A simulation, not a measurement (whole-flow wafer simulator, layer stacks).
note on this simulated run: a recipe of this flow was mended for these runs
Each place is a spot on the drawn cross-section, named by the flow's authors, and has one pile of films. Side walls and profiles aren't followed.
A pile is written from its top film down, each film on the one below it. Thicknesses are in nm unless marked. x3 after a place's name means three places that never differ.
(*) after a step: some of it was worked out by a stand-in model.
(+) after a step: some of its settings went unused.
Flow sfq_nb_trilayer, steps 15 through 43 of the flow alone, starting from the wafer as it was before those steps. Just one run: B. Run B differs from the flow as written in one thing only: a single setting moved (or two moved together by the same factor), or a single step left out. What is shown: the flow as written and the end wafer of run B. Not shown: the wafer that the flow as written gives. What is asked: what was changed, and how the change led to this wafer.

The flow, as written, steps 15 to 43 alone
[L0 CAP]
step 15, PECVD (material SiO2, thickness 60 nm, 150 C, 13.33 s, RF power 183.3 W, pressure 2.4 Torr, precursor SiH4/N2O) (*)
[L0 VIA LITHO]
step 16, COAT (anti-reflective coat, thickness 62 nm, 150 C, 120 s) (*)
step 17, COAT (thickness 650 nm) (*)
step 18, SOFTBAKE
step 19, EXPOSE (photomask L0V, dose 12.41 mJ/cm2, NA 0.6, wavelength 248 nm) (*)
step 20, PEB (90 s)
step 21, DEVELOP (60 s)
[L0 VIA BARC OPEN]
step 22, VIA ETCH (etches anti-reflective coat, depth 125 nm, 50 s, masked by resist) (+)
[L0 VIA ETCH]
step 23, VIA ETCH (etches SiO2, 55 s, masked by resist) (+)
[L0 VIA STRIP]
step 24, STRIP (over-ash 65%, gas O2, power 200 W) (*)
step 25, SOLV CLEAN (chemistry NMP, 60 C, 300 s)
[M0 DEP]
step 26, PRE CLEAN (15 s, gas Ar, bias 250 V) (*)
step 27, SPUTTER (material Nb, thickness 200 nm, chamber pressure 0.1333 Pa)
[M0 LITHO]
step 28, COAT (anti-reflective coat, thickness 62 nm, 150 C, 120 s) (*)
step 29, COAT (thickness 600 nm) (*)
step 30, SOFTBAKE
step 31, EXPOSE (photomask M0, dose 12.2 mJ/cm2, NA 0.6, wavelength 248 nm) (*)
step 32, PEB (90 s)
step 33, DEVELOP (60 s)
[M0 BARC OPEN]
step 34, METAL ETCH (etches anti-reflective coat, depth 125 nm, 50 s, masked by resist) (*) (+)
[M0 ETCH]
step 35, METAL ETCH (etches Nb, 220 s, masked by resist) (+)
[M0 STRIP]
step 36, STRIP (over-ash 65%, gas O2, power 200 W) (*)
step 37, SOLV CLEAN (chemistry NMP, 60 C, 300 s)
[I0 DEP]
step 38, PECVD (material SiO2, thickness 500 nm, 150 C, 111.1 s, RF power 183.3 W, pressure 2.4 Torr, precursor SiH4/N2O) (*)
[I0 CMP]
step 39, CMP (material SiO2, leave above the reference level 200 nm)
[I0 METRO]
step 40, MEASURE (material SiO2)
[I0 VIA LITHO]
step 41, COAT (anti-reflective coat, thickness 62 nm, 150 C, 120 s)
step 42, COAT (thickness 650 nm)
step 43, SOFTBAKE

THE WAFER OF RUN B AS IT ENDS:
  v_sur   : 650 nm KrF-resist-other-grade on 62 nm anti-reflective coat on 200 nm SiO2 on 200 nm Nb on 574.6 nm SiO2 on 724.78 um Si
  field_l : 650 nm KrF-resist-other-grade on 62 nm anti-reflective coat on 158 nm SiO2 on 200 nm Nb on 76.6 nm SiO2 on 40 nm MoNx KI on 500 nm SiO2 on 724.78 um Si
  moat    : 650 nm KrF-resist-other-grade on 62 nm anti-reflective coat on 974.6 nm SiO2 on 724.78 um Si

Cause: step 15, PECVD: thickness 81.6 nm was run, though the flow has thickness 60 nm; step 15, PECVD: 18.13 s was run, where the flow has 13.33 s.

Step by step, how the change led to this:
  step 15, PECVD (material SiO2, thickness 60 nm, 150 C, 13.33 s, RF power 183.3 W, pressure 2.4 Torr, precursor SiH4/N2O) (*)
      v_sur, via_wl, via_w and 97 more: +81.6 SiO2 (in the flow as written it would be: +60 SiO2)
      field_l, l0_sur, l0v, l0r_line_l, l0r_line_c, l0r_line_r: +81.6 SiO2 (new film) (in the flow as written it would be: +60 SiO2 (new film))
  step 23, VIA ETCH (etches SiO2, 55 s, masked by resist) (+)
      l0v: -80 SiO2 (in the flow as written it would be: -59.7 SiO2 (all of it), -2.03 MoNx KI)
  step 26, PRE CLEAN (15 s, gas Ar, bias 250 V) (*)
      l0v: -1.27 SiO2 (all of it), -2.33 MoNx KI (in the flow as written it would be: -2.91 MoNx KI)
  step 28, COAT (anti-reflective coat, thickness 62 nm, 150 C, 120 s) (*)
      ln_m6: +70 anti-reflective coat (new film) (in the flow as written it would be: +67.9 anti-reflective coat (new film))
      lsp_r: +72.9 anti-reflective coat (new film) (in the flow as written it would be: +71.1 anti-reflective coat (new film))
      (and at 2 other places as well)
  step 29, COAT (thickness 600 nm) (*)
      l0v: +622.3 KrF-resist-other-grade (new film) (in the flow as written it would be: +609.5 KrF-resist-other-grade (new film))
  step 36, STRIP (over-ash 65%, gas O2, power 200 W) (*)
      ln_m6: -367.7 KrF-resist-other-grade (all of it), -70 anti-reflective coat (all of it) (in the flow as written it would be: -369.9 KrF-resist-other-grade (all of it), -67.9 anti-reflective coat (all of it))
      lsp_r: -365.6 KrF-resist-other-grade (all of it), -72.9 anti-reflective coat (all of it) (in the flow as written it would be: -368.6 KrF-resist-other-grade (all of it), -71.1 anti-reflective coat (all of it))
      (and at 2 other places as well)
  step 39, CMP (material SiO2, leave above the reference level 200 nm)
      l0v: -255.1 SiO2 (in the flow as written it would be: -277.4 SiO2)
